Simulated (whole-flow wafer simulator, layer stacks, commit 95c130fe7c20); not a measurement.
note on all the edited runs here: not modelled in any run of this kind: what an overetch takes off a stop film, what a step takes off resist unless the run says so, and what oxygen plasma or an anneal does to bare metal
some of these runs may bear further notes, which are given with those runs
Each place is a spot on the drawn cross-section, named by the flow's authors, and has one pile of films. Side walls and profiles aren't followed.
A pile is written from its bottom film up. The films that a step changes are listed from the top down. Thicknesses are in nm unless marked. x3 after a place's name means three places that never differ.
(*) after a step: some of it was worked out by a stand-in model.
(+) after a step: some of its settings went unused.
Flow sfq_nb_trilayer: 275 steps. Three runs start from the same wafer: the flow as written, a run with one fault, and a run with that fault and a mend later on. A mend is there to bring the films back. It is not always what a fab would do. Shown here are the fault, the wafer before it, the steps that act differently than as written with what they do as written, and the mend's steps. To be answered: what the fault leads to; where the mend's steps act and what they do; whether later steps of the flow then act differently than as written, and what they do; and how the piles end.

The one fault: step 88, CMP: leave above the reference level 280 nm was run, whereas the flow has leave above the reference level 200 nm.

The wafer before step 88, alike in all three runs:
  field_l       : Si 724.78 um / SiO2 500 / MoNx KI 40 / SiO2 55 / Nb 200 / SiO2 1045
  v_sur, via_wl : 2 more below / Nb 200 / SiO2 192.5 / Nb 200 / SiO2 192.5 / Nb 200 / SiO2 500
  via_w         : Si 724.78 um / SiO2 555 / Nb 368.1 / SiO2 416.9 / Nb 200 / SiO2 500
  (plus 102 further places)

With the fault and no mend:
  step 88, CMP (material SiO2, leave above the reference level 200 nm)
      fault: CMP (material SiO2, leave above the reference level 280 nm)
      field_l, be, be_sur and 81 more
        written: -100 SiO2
        fault: -20 SiO2
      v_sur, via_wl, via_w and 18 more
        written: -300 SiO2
        fault: -220 SiO2
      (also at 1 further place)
  Later steps of the flow acting differently than as written (4 more steps, not shown, differ only slightly: by at most 2% or 0.5 nm, whichever is larger):
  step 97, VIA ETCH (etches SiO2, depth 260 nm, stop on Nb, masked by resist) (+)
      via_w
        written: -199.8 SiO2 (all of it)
        fault: -260 SiO2
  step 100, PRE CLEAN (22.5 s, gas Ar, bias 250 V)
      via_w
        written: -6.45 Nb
        fault: -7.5 SiO2
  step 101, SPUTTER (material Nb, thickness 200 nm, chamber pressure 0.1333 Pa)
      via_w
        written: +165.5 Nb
        fault: +152.6 Nb (new film)
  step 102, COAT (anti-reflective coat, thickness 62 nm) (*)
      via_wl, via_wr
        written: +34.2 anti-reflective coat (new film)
        fault: +23 anti-reflective coat (new film)
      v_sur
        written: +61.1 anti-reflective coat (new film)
        fault: +55.7 anti-reflective coat (new film)
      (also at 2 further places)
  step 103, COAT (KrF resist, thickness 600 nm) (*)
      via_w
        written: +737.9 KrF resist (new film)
        fault: +794 KrF resist (new film)
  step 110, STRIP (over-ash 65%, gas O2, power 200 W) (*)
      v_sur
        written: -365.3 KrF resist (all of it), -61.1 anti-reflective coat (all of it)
        fault: -362.3 KrF resist (all of it), -55.7 anti-reflective coat (all of it)
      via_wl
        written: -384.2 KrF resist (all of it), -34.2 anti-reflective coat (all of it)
        fault: -383.9 KrF resist (all of it), -23 anti-reflective coat (all of it)
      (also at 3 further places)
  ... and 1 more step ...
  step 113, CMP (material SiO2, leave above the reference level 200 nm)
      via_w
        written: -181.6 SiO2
        fault: -157.1 SiO2
  The piles end different from the flow's at field_l, v_sur, via_wl and 103 more by more than 2% or 0.5 nm, whichever is larger.
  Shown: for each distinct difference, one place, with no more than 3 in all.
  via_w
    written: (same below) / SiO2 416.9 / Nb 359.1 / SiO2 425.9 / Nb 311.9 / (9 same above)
    fault: (same below) / SiO2 416.9 / Nb 200 / SiO2 12.3 / Nb 152.6 / SiO2 500.1 / Nb 311.9 / (9 same above)
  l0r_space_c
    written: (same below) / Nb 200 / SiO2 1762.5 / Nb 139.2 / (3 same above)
    fault: (same below) / Nb 200 / SiO2 1842.5 / Nb 139.2 / (3 same above)
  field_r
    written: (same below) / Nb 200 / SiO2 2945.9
    fault: (same below) / Nb 200 / SiO2 3025.9

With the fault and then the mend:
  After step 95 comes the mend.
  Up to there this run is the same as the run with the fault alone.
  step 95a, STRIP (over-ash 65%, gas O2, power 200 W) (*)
      field_l, v_sur, via_wl and 102 more
        -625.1 KrF resist (all of it), -62 anti-reflective coat (all of it)
      via_w
        -62 anti-reflective coat (all of it)
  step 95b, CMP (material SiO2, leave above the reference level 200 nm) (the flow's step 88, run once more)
      field_l, v_sur, via_wl and 103 more
        -80 SiO2
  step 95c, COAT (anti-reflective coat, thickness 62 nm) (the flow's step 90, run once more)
      field_l, v_sur, via_wl and 103 more
        +62 anti-reflective coat (new film)
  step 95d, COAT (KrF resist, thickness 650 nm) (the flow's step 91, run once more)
      field_l, v_sur, via_wl and 103 more
        +650 KrF resist (new film)
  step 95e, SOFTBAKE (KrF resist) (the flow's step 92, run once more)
      alters no film at any place that is followed
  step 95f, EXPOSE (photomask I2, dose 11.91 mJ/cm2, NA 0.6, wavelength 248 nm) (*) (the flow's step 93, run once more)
      alters no film at any place that is followed
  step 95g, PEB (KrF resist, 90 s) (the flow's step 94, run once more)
      field_l, v_sur, via_wl and 103 more
        -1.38 KrF resist
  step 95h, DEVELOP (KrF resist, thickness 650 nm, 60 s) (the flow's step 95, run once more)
      field_l, v_sur, via_wl and 102 more
        -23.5 KrF resist
      via_w
        -648.6 KrF resist (all of it)
  Later steps of the flow that are run all act as written at every place that is followed.
  By the end, the piles equal the flow's at every place that both follow.
